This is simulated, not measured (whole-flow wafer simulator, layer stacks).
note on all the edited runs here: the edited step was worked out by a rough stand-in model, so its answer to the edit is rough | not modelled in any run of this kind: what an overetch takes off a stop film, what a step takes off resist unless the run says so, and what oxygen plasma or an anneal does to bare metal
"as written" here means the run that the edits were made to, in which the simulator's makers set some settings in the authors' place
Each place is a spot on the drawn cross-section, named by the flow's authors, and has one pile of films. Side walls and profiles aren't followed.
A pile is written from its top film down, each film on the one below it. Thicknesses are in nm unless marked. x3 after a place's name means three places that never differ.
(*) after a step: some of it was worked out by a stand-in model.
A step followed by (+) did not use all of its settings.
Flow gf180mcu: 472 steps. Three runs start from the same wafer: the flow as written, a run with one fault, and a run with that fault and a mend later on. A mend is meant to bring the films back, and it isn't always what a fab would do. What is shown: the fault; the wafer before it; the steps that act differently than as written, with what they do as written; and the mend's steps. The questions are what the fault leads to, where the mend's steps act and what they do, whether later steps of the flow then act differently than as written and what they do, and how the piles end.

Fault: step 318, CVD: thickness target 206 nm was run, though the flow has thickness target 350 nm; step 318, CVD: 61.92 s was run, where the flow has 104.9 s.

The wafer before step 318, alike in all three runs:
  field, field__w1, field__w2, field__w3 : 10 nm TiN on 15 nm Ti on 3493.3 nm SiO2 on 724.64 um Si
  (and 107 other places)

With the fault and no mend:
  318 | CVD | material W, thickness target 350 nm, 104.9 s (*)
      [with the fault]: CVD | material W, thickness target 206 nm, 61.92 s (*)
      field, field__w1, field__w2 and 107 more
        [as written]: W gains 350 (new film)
        [with the fault]: W gains 207.7 (new film)
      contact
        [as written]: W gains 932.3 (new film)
        [with the fault]: W gains 790 (new film)
  Later steps of the flow acting differently than as written:
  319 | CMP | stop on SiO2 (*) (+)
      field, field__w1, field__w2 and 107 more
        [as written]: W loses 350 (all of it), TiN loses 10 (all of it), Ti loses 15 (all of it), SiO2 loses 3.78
        [with the fault]: W loses 207.7 (all of it), TiN loses 10 (all of it), Ti loses 15 (all of it), SiO2 loses 2.35
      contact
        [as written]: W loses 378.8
        [with the fault]: W loses 235
  When the end is reached, the piles differ only a little from the flow's at the places that both follow, at most by 2% or 0.5 nm, whichever is larger.

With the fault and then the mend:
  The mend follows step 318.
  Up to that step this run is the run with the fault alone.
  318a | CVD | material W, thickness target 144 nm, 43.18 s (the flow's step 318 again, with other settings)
      field, field__w1, field__w2 and 108 more
        W gains 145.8
  Every later step of the flow that is run acts as written, at every place that is followed, to within 2% or 0.5 nm, whichever is larger.
  When the end is reached, the piles differ only a little from the flow's at the places that both follow, at most by 2% or 0.5 nm, whichever is larger.
